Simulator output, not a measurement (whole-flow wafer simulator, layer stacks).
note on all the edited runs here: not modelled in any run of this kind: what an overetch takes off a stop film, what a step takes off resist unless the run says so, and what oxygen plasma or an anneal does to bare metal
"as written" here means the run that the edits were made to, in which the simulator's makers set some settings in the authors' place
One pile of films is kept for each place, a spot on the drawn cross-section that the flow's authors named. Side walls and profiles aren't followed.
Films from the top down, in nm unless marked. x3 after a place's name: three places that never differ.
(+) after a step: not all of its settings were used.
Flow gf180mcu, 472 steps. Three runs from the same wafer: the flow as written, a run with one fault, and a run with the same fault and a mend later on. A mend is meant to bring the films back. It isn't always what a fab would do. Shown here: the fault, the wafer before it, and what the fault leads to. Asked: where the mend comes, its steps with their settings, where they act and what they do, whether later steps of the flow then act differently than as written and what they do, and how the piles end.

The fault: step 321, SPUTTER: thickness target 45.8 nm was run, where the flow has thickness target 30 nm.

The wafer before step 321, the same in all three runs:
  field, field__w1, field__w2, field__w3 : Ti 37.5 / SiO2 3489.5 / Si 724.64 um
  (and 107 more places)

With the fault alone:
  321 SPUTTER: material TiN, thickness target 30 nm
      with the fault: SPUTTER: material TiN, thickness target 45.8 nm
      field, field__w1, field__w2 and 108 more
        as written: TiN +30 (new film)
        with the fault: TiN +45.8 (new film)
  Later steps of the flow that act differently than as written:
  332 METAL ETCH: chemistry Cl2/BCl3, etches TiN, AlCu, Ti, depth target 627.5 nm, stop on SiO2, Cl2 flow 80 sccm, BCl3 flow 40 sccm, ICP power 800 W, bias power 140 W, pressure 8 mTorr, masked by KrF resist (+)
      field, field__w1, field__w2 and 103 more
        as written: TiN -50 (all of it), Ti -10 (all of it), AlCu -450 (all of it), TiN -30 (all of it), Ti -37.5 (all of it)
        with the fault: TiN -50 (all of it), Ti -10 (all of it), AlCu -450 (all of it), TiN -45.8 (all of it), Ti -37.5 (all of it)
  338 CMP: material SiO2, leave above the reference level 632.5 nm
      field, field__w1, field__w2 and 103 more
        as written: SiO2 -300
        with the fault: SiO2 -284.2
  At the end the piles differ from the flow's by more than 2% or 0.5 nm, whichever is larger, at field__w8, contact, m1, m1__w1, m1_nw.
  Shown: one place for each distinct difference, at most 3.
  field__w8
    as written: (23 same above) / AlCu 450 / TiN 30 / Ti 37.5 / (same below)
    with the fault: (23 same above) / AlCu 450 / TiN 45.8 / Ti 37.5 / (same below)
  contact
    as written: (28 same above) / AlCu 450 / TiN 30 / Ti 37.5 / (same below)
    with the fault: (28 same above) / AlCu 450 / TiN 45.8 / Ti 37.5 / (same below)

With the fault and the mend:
  The mend comes after step 321.
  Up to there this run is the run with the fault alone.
  321a METAL ETCH: chemistry Cl2/BCl3, etches TiN, AlCu, Ti, depth target 15.8 nm, Cl2 flow 80 sccm, BCl3 flow 40 sccm, ICP power 800 W, bias power 140 W, pressure 8 mTorr (the flow's step 260 once more, with other settings)
      field, field__w1, field__w2 and 108 more
        TiN -15.8
  No later step of the flow acts differently than as written at any place that is followed.
  At the end the piles are the same as the flow's at every place that both follow.
